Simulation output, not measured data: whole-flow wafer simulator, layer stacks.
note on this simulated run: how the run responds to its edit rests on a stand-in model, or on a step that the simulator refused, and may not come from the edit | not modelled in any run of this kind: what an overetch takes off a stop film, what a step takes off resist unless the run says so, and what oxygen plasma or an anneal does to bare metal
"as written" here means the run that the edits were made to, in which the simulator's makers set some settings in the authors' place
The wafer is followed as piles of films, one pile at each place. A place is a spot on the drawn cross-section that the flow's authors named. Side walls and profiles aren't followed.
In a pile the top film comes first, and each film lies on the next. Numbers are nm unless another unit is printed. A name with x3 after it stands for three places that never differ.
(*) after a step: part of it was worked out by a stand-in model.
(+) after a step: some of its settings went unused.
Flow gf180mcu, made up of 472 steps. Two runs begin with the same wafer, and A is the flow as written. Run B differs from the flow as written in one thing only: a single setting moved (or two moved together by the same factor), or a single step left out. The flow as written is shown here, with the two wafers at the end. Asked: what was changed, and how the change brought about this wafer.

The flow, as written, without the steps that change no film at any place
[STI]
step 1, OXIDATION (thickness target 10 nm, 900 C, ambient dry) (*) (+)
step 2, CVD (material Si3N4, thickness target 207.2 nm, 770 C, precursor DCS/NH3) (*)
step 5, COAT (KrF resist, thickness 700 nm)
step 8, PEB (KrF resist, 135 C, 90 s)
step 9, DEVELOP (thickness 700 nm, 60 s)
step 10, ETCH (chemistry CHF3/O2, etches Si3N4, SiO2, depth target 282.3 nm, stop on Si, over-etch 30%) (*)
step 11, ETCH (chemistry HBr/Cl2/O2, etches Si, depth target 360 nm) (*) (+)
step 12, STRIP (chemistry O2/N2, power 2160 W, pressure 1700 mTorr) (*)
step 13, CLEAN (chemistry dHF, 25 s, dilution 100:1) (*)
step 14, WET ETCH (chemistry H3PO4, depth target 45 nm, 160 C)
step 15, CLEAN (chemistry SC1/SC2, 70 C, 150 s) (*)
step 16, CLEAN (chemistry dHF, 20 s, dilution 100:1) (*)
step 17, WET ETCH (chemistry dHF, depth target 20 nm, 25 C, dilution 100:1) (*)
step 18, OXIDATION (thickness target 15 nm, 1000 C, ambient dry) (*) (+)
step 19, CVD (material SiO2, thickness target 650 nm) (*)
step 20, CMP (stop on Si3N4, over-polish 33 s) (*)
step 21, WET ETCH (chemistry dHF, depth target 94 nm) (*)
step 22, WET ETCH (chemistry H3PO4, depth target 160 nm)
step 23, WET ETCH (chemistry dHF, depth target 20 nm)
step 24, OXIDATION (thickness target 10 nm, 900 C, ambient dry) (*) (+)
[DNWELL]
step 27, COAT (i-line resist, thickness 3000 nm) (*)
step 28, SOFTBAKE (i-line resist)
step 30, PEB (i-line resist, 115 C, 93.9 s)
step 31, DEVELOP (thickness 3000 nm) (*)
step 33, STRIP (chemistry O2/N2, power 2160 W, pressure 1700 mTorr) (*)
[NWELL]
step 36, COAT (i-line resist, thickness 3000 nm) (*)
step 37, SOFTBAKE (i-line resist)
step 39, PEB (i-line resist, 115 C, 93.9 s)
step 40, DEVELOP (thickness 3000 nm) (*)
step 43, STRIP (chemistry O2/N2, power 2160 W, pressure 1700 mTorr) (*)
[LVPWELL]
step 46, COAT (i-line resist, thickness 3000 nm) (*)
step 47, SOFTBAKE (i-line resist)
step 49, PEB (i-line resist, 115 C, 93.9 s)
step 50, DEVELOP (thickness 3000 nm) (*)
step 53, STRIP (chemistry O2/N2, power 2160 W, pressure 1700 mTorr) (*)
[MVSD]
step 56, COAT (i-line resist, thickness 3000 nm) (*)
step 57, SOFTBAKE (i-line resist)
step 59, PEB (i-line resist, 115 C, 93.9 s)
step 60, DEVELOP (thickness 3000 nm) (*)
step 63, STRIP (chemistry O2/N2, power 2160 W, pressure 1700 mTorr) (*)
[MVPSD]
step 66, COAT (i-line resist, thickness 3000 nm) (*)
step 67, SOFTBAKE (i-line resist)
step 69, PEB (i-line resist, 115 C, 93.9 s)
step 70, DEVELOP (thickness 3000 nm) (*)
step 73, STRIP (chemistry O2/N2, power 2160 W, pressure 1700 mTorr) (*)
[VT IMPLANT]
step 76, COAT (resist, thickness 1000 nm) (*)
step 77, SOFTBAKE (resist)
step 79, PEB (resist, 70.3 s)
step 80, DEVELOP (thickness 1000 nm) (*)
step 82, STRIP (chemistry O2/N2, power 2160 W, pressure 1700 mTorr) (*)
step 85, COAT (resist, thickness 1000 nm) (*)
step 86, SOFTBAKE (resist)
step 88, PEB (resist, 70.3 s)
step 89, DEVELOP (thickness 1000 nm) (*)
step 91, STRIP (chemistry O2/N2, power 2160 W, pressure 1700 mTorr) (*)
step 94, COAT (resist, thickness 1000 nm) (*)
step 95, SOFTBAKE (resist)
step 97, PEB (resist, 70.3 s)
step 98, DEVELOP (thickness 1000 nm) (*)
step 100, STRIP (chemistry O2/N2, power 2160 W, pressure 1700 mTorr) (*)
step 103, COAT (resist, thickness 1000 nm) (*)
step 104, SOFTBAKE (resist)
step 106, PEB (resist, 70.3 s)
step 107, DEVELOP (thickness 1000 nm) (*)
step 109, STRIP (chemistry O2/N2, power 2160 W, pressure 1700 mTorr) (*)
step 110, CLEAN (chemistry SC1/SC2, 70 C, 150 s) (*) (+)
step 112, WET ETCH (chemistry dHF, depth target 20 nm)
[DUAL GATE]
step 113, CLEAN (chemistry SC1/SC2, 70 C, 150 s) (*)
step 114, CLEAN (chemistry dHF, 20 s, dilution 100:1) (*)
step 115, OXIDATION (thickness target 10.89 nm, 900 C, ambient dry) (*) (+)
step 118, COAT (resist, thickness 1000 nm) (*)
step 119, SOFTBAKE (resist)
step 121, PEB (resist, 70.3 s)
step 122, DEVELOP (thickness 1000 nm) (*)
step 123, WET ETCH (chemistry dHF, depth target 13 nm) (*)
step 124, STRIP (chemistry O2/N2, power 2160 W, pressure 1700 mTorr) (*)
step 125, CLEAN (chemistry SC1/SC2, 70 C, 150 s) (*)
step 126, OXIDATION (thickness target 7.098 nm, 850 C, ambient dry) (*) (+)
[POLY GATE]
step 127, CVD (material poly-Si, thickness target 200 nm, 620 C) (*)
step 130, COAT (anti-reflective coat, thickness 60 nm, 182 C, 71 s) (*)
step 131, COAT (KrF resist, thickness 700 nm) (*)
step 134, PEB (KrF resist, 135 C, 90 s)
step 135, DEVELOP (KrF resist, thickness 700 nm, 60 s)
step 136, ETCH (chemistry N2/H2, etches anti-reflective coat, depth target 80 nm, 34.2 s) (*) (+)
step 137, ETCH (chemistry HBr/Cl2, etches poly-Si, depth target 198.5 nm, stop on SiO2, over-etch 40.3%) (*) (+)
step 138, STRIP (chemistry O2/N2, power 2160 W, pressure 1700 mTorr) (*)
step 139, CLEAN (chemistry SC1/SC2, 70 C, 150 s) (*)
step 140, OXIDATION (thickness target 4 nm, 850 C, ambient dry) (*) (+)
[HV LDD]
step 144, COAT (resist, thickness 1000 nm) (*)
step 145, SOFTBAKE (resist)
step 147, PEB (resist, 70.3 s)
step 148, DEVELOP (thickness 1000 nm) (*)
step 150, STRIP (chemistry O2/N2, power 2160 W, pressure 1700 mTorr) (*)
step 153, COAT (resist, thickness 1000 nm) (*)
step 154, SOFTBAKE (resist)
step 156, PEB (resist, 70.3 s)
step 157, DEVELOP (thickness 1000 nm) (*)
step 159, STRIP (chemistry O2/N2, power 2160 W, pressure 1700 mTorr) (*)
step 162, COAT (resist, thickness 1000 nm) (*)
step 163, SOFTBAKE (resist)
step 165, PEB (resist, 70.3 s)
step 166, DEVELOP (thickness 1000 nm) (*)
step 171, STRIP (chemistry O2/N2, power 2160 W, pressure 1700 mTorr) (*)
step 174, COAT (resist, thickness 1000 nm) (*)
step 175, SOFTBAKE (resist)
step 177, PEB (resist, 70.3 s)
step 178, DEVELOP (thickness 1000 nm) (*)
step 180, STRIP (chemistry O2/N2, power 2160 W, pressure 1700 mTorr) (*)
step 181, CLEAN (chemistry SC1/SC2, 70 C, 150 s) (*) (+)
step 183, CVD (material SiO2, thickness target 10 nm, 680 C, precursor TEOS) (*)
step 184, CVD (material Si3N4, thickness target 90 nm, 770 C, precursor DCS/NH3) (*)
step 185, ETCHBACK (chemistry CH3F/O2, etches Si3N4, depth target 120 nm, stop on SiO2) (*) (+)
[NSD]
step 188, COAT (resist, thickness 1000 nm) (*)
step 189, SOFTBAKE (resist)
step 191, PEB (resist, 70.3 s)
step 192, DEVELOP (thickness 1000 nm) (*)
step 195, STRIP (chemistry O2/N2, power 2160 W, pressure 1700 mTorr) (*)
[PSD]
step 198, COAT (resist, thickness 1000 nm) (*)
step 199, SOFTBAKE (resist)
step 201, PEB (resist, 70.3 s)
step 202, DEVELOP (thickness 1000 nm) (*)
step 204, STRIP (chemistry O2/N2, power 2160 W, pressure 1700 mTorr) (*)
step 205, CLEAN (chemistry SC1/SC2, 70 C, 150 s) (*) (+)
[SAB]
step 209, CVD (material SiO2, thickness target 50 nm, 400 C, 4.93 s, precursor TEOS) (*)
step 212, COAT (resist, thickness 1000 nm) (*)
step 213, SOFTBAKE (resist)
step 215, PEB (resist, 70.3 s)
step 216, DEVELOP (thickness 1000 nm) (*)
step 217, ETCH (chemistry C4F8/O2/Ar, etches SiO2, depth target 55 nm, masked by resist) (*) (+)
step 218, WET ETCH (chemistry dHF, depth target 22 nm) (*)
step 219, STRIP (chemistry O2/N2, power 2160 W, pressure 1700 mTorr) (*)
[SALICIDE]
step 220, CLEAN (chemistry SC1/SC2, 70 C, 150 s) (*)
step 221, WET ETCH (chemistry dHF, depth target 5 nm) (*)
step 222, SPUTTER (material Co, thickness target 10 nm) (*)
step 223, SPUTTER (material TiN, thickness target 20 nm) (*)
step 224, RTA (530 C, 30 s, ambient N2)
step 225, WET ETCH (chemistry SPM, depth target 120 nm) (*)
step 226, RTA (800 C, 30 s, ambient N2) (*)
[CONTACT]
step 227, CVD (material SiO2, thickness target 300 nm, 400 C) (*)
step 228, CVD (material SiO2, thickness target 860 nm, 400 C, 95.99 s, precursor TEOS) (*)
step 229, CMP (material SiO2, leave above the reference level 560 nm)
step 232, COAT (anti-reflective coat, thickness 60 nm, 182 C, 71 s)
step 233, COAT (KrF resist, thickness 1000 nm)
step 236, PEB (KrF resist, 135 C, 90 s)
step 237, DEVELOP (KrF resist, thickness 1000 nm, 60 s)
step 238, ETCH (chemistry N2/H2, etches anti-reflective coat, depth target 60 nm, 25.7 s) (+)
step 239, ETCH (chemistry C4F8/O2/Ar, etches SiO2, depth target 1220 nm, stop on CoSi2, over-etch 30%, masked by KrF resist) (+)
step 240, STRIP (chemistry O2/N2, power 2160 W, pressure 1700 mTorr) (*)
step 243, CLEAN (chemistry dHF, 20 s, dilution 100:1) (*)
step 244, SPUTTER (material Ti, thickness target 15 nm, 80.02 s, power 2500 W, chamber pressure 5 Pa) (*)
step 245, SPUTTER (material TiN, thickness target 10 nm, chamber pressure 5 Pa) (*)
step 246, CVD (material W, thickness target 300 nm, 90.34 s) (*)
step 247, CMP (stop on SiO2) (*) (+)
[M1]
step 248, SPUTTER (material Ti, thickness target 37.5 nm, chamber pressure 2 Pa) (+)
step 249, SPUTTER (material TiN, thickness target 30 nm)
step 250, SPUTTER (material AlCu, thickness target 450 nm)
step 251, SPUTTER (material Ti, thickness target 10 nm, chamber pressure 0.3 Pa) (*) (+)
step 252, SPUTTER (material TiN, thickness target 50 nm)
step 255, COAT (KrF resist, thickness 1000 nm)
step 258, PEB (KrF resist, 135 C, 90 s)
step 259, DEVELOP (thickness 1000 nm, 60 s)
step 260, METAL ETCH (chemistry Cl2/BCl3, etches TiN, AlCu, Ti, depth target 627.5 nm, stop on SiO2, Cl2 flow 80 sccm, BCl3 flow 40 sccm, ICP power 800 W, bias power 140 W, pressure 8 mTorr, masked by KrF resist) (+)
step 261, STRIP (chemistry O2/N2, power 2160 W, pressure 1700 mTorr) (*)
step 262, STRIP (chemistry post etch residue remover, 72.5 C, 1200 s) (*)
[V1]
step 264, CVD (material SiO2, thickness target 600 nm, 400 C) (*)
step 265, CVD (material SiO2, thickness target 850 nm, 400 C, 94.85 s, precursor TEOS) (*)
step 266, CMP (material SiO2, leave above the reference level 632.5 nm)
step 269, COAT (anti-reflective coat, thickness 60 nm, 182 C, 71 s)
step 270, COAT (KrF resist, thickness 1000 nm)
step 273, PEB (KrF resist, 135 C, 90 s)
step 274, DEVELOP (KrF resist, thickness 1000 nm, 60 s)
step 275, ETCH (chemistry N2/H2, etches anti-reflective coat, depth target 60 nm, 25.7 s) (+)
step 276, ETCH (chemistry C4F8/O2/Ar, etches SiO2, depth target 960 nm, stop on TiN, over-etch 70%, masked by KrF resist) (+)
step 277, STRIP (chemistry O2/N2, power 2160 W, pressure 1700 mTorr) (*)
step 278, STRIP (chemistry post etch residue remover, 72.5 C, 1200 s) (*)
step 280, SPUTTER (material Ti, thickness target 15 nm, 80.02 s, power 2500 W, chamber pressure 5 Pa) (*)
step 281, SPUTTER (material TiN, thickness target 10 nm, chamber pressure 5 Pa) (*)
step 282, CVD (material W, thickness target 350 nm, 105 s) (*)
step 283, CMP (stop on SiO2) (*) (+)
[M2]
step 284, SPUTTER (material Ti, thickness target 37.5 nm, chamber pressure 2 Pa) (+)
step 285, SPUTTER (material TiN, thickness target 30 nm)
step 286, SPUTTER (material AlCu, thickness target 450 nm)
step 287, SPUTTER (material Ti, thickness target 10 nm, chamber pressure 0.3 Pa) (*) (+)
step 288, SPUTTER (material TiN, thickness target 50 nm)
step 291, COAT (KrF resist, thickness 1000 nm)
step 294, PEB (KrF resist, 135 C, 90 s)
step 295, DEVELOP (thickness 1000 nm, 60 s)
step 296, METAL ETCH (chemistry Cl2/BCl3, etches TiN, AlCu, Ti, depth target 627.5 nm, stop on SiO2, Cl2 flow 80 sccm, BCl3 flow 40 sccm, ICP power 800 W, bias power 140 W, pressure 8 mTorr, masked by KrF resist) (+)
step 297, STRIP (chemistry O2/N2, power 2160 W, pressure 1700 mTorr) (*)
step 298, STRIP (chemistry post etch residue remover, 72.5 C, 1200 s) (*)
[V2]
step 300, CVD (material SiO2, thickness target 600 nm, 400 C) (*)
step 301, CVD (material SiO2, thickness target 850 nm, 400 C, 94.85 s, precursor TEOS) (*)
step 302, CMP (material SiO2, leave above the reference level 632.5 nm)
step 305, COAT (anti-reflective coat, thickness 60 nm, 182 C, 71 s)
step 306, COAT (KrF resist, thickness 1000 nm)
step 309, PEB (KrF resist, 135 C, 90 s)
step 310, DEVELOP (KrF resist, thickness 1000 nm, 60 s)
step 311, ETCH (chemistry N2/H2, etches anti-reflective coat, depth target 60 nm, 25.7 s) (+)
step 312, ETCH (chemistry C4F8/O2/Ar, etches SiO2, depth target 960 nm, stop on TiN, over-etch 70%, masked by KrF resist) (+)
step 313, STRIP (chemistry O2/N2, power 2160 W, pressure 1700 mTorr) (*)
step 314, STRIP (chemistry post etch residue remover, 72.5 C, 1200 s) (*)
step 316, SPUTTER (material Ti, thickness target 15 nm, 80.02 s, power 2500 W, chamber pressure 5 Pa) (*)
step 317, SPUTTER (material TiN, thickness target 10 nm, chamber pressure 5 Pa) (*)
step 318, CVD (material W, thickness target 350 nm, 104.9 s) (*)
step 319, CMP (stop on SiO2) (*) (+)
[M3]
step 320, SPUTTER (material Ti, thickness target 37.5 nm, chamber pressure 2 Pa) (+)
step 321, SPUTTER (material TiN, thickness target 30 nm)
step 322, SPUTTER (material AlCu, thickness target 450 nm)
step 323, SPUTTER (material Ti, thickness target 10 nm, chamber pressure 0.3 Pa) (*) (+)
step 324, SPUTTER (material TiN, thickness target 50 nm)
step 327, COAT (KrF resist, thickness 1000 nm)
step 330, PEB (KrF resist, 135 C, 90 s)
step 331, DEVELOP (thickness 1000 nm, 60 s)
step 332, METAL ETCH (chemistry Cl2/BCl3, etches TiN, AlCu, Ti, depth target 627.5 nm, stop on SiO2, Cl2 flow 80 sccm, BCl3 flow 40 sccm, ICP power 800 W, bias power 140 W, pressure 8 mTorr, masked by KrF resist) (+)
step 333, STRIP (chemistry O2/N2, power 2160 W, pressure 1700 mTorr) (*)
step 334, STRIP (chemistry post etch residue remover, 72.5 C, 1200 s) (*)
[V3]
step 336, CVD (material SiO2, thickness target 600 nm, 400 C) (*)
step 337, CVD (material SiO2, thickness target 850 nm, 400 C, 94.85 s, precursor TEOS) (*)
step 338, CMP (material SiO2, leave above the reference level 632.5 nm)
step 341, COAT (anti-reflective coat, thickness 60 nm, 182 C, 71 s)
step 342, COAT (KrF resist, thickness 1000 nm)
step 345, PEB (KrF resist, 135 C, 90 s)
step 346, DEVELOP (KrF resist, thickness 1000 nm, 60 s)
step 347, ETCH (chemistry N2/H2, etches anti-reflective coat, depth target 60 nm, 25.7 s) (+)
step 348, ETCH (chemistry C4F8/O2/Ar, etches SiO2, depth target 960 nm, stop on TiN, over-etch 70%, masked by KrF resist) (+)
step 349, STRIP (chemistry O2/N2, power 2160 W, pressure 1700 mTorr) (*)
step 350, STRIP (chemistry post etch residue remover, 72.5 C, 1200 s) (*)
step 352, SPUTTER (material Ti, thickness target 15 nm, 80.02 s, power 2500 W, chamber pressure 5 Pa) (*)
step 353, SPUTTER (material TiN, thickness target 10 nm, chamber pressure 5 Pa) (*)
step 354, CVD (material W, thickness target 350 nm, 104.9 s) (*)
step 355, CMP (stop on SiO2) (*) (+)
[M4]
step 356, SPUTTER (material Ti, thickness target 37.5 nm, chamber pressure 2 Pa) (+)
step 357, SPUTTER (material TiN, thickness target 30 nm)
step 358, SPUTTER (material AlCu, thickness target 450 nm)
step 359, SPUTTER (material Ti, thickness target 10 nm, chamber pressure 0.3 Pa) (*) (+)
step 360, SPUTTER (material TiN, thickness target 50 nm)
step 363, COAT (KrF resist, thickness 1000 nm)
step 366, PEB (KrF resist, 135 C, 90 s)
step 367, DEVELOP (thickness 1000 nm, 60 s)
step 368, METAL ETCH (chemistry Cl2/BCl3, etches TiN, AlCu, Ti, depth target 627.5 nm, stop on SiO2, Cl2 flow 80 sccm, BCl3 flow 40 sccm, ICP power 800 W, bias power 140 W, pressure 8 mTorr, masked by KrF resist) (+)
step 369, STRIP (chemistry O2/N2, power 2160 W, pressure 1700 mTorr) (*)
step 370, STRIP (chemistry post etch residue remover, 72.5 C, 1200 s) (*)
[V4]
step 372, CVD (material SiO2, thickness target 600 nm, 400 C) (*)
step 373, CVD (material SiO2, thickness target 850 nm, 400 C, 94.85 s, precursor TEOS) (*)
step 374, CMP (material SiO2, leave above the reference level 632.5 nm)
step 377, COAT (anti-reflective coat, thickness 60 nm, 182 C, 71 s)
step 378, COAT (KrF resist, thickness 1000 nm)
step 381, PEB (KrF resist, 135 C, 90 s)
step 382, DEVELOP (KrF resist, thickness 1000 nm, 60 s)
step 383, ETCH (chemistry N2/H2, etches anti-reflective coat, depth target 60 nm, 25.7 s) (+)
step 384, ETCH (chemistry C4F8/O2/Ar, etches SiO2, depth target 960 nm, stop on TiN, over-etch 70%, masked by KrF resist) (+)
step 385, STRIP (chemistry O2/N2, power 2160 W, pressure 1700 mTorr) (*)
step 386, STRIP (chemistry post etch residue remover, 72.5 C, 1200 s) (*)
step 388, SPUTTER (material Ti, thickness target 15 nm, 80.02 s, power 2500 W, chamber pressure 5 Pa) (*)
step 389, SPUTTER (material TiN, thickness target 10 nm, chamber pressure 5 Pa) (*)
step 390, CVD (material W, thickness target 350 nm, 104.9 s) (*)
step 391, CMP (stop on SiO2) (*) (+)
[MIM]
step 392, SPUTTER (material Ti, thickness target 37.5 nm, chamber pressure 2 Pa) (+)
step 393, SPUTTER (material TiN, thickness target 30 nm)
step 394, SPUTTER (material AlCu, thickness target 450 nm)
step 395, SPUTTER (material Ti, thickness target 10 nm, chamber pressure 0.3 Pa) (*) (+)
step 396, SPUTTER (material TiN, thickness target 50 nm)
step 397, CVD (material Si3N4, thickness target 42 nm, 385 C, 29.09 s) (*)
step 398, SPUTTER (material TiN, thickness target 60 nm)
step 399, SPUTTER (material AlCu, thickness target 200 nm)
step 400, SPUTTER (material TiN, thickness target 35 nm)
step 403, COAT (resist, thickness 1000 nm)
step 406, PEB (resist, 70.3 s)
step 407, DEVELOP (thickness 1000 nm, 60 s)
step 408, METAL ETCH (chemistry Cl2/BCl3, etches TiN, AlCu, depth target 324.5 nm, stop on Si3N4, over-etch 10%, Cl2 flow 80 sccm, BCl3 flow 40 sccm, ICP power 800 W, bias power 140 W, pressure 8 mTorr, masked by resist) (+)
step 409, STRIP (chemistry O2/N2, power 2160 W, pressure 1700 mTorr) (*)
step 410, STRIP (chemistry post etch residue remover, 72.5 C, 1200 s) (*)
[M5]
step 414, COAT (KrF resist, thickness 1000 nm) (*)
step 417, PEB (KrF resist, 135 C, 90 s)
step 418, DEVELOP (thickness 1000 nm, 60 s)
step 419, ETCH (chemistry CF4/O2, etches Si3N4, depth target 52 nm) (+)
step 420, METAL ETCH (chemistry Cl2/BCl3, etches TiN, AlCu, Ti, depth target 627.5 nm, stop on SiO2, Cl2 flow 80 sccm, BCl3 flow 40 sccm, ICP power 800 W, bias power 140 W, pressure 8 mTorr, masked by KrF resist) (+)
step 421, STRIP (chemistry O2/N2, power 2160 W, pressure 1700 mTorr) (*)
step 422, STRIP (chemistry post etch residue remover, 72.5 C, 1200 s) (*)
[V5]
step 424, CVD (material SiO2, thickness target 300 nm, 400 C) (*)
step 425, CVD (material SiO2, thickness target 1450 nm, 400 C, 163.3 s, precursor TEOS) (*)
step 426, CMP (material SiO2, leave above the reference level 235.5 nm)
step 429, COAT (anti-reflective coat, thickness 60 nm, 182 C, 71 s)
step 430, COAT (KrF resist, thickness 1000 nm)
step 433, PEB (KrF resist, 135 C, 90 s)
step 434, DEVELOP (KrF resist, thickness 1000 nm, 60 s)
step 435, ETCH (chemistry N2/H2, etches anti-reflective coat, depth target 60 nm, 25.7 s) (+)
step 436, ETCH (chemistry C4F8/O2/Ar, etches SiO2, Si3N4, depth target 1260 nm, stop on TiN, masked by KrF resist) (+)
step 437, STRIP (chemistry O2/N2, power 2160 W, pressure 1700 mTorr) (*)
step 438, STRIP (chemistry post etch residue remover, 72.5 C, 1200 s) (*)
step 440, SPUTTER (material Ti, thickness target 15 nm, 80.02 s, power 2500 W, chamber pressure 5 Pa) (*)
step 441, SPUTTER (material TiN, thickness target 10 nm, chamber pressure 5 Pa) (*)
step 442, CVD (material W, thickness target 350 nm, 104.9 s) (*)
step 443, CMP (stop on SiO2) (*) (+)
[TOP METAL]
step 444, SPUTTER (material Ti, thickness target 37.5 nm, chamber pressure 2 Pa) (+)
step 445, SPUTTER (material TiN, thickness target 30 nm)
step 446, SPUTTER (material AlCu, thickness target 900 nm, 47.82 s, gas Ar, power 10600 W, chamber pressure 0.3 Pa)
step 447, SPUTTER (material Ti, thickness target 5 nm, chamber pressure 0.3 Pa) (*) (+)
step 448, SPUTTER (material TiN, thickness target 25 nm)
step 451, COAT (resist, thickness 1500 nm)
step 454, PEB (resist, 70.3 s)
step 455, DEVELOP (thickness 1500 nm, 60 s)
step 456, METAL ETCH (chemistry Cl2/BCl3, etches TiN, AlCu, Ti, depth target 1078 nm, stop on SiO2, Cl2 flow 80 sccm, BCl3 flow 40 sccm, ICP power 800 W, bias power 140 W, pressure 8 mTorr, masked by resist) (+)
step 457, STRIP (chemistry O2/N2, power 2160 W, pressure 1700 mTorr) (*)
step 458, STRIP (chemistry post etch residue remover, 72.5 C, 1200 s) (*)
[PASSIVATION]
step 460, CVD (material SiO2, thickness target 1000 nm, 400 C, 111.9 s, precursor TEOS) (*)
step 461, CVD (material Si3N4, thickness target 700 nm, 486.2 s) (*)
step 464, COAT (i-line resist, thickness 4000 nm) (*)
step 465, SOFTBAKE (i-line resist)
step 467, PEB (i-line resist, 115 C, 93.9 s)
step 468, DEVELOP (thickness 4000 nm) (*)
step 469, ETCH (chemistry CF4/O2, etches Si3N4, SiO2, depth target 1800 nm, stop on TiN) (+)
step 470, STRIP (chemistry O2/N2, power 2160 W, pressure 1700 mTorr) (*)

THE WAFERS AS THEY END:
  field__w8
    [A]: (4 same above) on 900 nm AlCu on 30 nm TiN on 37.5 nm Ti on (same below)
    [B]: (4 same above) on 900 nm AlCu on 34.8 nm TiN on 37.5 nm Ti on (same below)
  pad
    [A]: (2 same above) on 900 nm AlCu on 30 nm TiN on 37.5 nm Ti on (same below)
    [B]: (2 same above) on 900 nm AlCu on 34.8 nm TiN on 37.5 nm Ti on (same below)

What caused this: step 445, SPUTTER: thickness target 34.8 nm was run, while the flow as written has thickness target 30 nm.
One can read it off the wafer: field__w8 has TiN 34.8, and step 445 as written asks for 30 nm.

The path from the change to this, step by step:
  step 445, SPUTTER (material TiN, thickness target 30 nm)
      field, field__w1, field__w2 and 109 more: A TiN gains 30 (new film) | B TiN gains 34.8 (new film)
  step 456, METAL ETCH (chemistry Cl2/BCl3, etches TiN, AlCu, Ti, depth target 1078 nm, stop on SiO2, Cl2 flow 80 sccm, BCl3 flow 40 sccm, ICP power 800 W, bias power 140 W, pressure 8 mTorr, masked by resist) (+)
      field, field__w1, field__w2 and 103 more: A TiN loses 25 (all of it), Ti loses 5 (all of it), AlCu loses 900 (all of it), TiN loses 30 (all of it), Ti loses 37.5 (all of it) | B TiN loses 25 (all of it), Ti loses 5 (all of it), AlCu loses 900 (all of it), TiN loses 34.8 (all of it), Ti loses 37.5 (all of it)
  step 465, SOFTBAKE (i-line resist)
      gate: A i-line resist gains 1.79 | B i-line resist loses 0.31
      ld_acc_p, ld_fp_p, ld_drift_p: A i-line resist gains 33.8 | B i-line resist gains 27.1
      (as well as at 56 more places)
